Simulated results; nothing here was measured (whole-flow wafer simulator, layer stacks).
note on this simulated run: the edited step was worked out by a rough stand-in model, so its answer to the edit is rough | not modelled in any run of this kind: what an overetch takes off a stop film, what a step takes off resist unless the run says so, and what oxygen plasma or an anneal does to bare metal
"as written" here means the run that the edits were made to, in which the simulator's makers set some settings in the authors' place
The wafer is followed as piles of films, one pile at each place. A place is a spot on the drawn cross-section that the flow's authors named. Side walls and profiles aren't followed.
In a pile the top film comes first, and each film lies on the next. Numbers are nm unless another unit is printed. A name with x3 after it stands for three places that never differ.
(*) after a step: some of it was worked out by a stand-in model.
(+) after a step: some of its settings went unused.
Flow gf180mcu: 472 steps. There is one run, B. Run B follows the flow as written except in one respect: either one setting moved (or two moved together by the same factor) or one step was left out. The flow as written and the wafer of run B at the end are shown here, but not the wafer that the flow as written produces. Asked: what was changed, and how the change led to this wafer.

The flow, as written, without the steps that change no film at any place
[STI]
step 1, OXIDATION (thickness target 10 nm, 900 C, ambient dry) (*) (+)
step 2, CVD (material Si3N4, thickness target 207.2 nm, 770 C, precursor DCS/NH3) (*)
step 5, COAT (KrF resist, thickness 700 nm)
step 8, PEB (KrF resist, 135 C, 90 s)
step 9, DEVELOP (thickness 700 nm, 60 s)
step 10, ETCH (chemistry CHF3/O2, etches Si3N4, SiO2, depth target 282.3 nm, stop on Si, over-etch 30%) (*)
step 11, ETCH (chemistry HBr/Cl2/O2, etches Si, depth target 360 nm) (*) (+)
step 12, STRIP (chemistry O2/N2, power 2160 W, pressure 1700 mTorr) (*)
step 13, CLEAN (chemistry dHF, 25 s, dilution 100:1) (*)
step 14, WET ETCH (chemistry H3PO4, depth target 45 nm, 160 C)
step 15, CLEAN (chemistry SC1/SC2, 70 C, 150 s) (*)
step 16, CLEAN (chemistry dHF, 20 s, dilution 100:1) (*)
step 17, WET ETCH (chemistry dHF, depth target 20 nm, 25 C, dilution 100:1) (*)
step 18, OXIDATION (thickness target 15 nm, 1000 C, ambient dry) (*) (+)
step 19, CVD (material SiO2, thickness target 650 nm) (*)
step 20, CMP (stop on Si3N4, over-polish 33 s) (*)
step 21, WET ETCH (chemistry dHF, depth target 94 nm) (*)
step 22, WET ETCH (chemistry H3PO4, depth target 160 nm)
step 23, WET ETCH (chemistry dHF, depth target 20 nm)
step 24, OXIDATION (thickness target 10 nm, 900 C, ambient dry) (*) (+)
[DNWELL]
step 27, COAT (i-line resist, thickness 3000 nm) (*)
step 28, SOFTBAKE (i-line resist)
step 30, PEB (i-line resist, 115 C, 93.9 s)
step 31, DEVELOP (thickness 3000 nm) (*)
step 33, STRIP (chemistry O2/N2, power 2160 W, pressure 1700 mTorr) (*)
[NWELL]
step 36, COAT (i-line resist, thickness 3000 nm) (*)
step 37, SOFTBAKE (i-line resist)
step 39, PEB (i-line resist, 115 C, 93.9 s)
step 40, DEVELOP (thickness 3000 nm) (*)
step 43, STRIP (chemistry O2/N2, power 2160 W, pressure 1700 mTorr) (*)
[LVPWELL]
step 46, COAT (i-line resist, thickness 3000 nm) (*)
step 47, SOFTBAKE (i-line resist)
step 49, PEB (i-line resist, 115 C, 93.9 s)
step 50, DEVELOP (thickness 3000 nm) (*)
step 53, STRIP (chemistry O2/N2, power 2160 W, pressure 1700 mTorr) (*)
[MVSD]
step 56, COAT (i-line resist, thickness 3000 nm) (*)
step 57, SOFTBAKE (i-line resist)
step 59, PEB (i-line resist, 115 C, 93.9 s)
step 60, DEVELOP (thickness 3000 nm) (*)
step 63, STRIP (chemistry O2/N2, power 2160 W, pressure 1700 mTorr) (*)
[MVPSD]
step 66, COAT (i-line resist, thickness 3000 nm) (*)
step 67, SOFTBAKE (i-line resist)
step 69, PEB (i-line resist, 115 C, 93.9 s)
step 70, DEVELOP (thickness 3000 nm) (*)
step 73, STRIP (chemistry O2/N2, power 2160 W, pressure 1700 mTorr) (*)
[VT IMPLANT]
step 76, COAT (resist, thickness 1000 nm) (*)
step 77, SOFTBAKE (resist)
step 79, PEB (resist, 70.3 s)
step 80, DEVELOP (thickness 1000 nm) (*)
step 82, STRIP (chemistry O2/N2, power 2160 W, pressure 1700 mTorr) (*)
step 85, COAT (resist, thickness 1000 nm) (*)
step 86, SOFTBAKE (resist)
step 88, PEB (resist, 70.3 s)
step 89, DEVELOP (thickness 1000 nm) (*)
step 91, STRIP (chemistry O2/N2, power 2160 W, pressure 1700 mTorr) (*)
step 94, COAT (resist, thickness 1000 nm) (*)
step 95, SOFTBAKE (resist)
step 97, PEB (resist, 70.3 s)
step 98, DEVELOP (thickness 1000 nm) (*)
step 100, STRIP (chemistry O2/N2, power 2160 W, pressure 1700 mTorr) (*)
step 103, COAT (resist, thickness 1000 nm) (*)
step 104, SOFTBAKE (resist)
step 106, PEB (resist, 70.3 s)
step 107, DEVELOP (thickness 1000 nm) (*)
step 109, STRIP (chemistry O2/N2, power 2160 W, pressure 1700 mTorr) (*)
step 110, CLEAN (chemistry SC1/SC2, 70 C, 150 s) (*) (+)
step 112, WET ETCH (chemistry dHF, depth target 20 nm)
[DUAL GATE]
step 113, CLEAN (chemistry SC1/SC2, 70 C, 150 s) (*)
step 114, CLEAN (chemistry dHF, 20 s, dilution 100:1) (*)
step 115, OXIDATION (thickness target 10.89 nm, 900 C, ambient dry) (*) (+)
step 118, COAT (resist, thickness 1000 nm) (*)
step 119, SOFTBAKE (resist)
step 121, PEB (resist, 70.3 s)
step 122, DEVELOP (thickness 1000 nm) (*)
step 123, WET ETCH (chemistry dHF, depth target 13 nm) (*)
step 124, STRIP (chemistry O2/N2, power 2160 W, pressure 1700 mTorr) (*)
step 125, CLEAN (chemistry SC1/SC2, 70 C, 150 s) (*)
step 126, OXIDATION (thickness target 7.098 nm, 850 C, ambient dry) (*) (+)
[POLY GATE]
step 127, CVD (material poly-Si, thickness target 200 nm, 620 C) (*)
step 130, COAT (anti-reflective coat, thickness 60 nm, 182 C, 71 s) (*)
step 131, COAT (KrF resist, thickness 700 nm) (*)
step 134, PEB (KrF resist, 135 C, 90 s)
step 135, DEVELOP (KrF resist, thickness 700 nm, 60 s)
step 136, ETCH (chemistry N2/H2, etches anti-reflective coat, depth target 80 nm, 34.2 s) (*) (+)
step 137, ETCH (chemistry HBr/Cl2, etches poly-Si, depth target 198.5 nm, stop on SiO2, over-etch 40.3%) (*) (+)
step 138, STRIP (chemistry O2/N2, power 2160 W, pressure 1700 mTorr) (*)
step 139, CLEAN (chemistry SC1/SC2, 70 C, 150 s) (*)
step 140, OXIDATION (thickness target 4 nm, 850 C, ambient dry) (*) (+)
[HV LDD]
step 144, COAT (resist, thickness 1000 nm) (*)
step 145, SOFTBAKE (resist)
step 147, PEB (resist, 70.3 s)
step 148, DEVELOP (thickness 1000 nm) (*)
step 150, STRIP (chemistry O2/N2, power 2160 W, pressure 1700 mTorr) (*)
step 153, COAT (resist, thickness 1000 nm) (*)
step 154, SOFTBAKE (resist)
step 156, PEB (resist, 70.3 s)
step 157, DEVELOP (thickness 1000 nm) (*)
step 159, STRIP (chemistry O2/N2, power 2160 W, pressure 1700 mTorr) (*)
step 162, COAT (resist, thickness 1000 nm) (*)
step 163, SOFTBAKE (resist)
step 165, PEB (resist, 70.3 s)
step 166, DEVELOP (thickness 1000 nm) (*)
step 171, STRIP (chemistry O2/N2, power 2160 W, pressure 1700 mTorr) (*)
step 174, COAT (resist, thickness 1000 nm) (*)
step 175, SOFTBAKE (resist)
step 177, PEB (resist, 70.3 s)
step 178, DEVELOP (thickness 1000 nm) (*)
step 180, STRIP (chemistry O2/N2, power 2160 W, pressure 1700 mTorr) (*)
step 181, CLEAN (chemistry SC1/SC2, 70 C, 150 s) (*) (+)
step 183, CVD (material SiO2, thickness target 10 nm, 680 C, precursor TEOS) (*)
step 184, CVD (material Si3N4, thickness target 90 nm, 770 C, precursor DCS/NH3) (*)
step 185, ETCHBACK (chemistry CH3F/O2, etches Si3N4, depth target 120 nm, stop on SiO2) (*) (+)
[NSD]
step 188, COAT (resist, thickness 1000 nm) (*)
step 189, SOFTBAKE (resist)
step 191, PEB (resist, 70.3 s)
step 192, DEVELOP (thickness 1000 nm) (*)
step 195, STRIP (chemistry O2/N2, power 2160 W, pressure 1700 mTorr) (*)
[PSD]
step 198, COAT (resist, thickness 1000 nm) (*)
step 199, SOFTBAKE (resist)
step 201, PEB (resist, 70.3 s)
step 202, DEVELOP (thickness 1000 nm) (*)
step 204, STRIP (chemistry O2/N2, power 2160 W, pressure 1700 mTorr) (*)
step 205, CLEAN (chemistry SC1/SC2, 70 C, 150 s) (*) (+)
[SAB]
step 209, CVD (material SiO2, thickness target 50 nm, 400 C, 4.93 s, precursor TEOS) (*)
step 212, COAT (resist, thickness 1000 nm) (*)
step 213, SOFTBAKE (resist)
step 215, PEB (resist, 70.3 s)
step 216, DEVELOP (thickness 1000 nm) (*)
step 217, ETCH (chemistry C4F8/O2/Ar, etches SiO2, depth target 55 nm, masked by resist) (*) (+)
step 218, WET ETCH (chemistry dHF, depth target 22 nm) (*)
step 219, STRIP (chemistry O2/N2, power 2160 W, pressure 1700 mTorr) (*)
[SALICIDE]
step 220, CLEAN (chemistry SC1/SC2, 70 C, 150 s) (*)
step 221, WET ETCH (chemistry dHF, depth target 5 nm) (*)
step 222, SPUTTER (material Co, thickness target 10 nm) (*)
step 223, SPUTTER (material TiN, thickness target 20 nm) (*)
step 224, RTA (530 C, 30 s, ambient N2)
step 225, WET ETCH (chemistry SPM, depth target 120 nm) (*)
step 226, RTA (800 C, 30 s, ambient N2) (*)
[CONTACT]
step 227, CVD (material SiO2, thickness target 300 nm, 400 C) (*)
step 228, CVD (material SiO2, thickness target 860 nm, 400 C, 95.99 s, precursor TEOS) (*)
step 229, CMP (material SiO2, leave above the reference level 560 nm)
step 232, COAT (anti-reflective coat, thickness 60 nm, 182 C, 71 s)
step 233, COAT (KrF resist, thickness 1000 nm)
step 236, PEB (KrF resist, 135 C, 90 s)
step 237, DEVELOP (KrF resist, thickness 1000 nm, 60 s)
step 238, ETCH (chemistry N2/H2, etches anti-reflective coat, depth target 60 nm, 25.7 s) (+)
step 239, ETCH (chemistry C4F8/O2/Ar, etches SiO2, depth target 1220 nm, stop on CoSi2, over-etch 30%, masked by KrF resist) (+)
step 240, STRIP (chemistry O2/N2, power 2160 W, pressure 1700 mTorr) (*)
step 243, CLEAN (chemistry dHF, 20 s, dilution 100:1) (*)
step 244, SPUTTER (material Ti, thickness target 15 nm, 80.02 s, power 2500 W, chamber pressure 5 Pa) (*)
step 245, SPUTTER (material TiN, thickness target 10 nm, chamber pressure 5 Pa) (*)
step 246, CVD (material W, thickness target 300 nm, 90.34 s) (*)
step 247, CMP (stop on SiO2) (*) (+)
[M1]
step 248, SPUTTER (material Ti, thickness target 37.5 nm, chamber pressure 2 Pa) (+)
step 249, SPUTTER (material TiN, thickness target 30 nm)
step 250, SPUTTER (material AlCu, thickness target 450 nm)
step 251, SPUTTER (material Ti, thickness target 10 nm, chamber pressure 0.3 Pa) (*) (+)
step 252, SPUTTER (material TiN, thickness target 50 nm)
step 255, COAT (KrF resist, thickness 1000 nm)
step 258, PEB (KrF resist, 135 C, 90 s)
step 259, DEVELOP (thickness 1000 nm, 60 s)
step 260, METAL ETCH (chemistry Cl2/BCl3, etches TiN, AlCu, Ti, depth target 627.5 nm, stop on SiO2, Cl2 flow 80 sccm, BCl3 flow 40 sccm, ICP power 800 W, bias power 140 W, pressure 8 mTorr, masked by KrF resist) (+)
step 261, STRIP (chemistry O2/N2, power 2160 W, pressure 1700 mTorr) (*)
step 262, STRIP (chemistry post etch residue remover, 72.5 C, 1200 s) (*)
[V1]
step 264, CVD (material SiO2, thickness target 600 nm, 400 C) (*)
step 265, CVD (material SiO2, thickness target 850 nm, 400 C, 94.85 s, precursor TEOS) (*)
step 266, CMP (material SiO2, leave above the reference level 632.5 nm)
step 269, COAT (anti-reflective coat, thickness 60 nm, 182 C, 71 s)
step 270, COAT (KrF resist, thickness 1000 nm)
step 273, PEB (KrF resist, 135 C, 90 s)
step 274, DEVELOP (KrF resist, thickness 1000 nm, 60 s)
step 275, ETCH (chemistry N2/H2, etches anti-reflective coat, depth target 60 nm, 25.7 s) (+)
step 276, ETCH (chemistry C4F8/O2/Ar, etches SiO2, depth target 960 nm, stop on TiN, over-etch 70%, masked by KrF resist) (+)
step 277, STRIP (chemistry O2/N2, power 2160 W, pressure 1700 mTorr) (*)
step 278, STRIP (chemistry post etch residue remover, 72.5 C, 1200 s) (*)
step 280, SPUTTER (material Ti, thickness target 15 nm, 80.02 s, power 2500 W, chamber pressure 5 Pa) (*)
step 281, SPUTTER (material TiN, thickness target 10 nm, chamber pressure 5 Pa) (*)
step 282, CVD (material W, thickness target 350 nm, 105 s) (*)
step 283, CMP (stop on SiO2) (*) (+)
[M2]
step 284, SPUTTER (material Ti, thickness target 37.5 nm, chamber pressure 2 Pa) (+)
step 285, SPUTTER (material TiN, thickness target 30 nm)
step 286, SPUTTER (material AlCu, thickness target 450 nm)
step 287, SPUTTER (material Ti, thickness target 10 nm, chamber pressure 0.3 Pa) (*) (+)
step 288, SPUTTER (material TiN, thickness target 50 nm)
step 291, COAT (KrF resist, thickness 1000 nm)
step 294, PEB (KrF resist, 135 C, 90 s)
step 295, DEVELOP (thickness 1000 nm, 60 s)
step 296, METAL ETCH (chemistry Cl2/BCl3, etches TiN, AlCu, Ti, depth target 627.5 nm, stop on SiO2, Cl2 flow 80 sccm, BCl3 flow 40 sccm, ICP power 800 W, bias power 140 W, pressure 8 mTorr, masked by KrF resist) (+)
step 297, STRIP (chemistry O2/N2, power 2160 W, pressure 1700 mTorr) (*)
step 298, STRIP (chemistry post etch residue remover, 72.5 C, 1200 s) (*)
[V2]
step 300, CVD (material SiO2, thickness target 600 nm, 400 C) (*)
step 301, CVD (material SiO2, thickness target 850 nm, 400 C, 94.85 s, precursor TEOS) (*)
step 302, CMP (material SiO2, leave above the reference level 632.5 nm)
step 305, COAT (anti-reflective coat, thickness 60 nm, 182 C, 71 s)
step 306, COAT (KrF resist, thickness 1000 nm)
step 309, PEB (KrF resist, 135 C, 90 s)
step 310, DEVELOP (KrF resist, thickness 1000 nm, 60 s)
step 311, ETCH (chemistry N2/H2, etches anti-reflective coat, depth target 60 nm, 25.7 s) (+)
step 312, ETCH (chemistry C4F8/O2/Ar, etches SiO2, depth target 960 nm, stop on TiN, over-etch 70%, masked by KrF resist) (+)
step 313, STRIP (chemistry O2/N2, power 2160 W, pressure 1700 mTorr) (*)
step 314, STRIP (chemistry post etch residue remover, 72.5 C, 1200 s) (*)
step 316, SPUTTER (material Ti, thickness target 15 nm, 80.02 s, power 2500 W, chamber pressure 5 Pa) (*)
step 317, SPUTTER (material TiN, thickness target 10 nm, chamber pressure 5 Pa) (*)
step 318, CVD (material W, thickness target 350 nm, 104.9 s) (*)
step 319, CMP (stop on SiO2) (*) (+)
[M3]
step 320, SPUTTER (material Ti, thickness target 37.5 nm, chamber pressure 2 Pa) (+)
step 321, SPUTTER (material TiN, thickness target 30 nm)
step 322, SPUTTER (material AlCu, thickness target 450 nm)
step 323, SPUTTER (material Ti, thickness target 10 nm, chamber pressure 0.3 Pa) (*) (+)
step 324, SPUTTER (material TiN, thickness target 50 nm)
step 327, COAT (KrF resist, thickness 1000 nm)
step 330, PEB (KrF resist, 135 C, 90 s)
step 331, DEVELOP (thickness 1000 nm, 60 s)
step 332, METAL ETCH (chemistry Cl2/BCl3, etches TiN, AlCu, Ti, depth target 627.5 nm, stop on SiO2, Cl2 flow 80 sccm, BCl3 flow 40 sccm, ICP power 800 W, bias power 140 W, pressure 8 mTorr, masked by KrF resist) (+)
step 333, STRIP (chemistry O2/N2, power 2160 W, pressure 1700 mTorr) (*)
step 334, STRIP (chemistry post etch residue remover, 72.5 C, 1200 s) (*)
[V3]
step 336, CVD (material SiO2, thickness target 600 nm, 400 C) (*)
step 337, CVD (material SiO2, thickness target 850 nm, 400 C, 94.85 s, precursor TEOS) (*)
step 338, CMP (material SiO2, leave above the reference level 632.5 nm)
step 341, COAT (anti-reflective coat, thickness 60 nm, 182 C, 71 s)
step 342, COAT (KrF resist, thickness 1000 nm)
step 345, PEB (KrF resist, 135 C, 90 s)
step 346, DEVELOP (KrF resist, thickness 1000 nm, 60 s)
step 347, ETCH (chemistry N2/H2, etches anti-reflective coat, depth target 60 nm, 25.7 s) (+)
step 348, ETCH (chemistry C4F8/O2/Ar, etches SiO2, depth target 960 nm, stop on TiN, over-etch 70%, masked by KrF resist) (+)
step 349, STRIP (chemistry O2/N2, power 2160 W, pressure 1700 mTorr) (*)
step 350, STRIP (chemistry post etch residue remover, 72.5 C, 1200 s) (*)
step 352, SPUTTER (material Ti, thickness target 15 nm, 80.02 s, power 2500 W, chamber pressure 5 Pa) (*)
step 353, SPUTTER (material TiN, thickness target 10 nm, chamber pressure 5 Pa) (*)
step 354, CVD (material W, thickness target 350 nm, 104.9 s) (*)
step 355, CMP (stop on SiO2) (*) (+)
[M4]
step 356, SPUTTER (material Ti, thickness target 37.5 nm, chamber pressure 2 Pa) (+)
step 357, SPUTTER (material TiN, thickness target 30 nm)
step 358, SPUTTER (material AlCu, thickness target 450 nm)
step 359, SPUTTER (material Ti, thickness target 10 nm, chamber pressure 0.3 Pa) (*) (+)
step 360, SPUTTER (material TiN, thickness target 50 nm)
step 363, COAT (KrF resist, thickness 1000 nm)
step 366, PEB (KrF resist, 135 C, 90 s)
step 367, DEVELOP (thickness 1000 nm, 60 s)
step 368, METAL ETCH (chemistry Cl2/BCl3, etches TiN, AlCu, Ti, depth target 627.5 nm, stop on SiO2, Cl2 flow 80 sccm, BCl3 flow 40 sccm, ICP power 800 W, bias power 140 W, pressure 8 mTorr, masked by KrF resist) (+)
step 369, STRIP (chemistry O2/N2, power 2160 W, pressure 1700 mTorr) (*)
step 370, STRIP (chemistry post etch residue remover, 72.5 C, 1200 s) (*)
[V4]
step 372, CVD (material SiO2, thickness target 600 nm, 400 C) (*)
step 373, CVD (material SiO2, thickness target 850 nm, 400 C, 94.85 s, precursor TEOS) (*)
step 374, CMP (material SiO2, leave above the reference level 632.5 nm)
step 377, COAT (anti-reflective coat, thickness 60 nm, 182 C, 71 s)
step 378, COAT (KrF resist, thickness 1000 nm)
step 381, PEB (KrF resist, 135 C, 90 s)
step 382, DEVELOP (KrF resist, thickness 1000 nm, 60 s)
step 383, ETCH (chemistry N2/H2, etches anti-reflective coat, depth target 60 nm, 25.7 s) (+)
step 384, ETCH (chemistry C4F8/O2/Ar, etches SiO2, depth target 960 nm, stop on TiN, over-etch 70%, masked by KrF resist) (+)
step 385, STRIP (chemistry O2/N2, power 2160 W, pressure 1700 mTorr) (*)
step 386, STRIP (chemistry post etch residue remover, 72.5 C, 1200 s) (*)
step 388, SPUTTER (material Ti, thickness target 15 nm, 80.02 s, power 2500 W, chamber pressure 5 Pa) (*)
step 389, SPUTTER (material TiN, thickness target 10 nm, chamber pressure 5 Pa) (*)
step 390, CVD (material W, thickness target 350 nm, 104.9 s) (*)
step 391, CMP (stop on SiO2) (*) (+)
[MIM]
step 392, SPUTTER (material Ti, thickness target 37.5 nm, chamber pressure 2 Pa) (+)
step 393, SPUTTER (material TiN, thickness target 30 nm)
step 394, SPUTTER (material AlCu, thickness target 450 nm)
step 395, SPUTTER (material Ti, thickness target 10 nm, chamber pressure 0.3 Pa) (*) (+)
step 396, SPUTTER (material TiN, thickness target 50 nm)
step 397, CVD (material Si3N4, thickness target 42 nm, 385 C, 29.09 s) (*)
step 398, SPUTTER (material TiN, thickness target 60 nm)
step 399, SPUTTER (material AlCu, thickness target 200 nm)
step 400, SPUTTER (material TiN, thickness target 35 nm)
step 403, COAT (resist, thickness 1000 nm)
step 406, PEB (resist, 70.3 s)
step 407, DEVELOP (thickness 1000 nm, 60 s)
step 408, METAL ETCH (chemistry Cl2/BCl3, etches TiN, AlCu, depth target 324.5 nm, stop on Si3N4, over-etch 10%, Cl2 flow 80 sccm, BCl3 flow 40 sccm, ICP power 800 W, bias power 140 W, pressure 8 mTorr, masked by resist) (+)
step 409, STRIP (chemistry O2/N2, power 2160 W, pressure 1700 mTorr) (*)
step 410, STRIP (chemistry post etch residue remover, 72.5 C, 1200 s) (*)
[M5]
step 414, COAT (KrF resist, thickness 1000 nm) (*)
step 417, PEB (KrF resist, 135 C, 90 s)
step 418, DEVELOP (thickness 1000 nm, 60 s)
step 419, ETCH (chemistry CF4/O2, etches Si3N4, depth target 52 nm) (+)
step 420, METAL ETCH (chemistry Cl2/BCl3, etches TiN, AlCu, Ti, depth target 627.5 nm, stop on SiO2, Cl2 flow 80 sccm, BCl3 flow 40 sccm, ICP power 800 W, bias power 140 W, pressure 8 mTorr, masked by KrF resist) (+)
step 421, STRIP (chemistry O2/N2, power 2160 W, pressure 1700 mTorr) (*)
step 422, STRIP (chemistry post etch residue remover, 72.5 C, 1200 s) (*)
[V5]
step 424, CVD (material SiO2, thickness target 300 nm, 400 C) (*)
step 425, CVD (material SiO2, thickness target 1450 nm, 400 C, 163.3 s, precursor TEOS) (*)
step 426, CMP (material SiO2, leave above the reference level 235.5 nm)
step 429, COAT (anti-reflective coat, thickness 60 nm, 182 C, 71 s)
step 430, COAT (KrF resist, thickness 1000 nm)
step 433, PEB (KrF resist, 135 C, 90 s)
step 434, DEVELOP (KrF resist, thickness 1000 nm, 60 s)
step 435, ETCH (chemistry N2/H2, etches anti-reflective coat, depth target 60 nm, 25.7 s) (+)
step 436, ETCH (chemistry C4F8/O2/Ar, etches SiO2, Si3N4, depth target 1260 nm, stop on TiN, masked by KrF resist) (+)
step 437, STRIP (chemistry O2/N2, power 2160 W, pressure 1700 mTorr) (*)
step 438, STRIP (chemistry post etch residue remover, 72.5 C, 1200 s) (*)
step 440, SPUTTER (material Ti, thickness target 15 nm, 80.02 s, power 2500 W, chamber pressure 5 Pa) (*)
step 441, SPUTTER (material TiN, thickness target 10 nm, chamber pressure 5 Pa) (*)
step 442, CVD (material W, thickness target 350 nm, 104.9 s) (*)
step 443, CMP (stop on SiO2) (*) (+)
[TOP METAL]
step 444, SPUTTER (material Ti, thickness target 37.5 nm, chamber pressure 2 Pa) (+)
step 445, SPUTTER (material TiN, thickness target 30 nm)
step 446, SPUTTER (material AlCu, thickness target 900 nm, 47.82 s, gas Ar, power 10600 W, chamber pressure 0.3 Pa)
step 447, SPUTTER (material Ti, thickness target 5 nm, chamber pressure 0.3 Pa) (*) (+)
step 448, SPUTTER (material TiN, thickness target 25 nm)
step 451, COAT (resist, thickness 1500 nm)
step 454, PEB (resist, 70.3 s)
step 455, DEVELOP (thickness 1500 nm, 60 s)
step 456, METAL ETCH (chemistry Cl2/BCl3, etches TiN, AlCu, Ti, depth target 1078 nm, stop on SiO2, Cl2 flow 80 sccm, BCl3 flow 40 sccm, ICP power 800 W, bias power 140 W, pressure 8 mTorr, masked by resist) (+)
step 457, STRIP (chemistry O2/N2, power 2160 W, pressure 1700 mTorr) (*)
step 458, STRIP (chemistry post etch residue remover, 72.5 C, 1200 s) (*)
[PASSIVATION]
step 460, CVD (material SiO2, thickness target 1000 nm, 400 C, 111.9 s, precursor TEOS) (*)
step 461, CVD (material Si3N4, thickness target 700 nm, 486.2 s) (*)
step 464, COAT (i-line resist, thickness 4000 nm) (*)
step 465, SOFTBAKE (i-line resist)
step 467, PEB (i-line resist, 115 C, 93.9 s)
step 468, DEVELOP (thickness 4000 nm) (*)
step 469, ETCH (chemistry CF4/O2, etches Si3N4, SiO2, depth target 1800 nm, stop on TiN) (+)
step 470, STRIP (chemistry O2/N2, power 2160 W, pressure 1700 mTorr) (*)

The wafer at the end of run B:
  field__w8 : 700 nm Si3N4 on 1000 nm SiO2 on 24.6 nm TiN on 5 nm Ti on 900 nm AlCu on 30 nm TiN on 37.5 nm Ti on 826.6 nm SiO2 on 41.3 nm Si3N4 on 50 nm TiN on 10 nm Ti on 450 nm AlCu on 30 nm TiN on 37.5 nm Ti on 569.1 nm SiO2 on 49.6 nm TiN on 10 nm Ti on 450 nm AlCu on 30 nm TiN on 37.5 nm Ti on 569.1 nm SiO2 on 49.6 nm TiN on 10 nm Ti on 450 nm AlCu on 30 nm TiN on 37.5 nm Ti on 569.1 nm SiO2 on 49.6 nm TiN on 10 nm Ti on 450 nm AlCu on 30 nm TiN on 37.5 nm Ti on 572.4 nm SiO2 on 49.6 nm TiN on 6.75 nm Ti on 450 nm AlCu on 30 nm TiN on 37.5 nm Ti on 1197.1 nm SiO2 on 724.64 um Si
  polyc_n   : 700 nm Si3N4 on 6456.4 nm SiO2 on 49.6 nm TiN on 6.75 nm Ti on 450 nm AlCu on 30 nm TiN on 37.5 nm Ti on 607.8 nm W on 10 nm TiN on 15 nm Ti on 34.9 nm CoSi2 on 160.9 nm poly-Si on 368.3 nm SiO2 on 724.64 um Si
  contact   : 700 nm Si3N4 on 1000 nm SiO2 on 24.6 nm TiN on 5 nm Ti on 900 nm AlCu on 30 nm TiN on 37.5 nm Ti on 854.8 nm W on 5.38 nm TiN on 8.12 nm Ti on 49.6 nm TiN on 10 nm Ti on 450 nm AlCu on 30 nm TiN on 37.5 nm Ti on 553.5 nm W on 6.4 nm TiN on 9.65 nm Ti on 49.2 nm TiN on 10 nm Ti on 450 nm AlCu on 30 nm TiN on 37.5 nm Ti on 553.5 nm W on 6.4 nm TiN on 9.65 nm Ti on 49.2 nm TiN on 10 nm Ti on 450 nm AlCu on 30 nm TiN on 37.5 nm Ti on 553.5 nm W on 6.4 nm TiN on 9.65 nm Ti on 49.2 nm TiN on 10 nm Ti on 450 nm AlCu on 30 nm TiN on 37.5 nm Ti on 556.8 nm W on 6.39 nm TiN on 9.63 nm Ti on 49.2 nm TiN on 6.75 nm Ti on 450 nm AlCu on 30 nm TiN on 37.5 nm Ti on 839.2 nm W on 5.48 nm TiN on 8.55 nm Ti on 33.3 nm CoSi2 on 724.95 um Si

Cause: step 251, SPUTTER: thickness target 6.75 nm was run, whereas the flow has thickness target 10 nm.
The wafer lets one read it off: field__w8 has Ti 6.75, and step 251 as written asks for 10 nm.

Step by step, how the change led to this:
  step 251, SPUTTER (material Ti, thickness target 10 nm, chamber pressure 0.3 Pa) (*) (+)
      field, field__w1, field__w2 and 108 more: +6.75 Ti (new film) (as written it would have been: +10 Ti (new film))
  step 260, METAL ETCH (chemistry Cl2/BCl3, etches TiN, AlCu, Ti, depth target 627.5 nm, stop on SiO2, Cl2 flow 80 sccm, BCl3 flow 40 sccm, ICP power 800 W, bias power 140 W, pressure 8 mTorr, masked by KrF resist) (+)
      field, field__w1, field__w2 and 99 more: -50 TiN (all of it), -6.75 Ti (all of it), -450 AlCu (all of it), -30 TiN (all of it), -37.5 Ti (all of it) (as written it would have been: -50 TiN (all of it), -10 Ti (all of it), -450 AlCu (all of it), -30 TiN (all of it), -37.5 Ti (all of it))
